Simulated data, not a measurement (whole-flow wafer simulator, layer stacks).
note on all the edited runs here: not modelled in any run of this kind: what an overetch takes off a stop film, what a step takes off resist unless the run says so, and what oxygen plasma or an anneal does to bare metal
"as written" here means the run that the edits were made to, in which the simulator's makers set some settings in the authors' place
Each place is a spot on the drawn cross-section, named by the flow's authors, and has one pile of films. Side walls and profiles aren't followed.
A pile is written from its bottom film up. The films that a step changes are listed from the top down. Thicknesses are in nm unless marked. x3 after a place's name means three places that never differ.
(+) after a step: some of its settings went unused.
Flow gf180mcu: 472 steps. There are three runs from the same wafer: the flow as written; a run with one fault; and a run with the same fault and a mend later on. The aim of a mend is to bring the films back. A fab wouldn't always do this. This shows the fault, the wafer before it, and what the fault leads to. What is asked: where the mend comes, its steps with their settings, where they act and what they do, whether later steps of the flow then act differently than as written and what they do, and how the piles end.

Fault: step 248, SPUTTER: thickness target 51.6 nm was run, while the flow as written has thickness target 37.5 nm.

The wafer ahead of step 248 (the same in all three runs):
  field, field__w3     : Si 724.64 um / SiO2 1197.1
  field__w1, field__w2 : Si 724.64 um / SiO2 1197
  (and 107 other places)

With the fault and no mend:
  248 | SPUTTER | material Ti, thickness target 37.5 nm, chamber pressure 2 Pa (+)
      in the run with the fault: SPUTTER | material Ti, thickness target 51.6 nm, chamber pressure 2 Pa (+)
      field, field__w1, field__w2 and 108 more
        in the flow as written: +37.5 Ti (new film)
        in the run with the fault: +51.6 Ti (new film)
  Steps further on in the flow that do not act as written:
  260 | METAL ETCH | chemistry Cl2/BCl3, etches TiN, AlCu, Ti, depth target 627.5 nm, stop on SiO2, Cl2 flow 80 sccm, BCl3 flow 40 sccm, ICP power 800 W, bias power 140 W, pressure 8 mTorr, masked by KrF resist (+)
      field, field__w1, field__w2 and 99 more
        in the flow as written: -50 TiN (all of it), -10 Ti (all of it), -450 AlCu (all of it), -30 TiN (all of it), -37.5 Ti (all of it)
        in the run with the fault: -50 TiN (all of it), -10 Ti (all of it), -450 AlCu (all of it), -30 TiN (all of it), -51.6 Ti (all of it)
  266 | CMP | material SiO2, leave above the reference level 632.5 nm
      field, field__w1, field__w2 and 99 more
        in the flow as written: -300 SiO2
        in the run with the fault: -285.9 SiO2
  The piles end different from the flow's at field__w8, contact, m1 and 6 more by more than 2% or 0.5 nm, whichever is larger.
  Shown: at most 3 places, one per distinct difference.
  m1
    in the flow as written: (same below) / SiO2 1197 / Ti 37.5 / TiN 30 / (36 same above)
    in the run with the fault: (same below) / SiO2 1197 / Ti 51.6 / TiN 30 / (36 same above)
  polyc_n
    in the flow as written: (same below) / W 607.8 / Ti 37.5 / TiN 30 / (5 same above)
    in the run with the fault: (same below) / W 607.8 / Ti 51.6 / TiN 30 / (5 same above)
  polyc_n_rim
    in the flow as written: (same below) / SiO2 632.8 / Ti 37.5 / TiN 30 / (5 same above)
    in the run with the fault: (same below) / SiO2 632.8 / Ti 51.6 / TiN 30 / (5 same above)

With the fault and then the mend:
  After step 259 comes the mend.
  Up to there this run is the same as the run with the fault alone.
  260 | METAL ETCH | chemistry Cl2/BCl3, etches TiN, AlCu, Ti, depth target 641.6 nm, stop on SiO2, Cl2 flow 80 sccm, BCl3 flow 40 sccm, ICP power 800 W, bias power 140 W, pressure 8 mTorr, masked by KrF resist (+) (the flow's step 260, as written with depth target 627.5 nm)
      field, field__w1, field__w2 and 99 more
        -50 TiN (all of it), -10 Ti (all of it), -450 AlCu (all of it), -30 TiN (all of it), -51.6 Ti (all of it)
      field__w8, contact, m1 and 6 more
        -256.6 KrF resist
  Steps further on in the flow that do not act as written (not shown: 1 more step that differs only slightly, by at most 2% or 0.5 nm, whichever is larger):
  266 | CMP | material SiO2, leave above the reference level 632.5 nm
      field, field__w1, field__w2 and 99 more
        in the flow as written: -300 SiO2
        in the run with the mend: -285.9 SiO2
  The piles end different from the flow's at field__w8, contact, m1 and 6 more by more than 2% or 0.5 nm, whichever is larger.
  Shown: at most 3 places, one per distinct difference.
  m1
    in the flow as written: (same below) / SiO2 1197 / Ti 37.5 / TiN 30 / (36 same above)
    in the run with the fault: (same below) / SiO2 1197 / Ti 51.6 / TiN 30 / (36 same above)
    in the run with the mend: (same below) / SiO2 1197 / Ti 51.6 / TiN 30 / (36 same above)
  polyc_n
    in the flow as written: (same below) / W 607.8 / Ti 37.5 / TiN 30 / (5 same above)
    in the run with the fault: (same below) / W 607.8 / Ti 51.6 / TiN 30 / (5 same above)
    in the run with the mend: (same below) / W 607.8 / Ti 51.6 / TiN 30 / (5 same above)
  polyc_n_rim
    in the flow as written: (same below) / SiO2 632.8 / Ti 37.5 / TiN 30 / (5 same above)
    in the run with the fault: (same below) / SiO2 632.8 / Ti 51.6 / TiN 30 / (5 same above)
    in the run with the mend: (same below) / SiO2 632.8 / Ti 51.6 / TiN 30 / (5 same above)
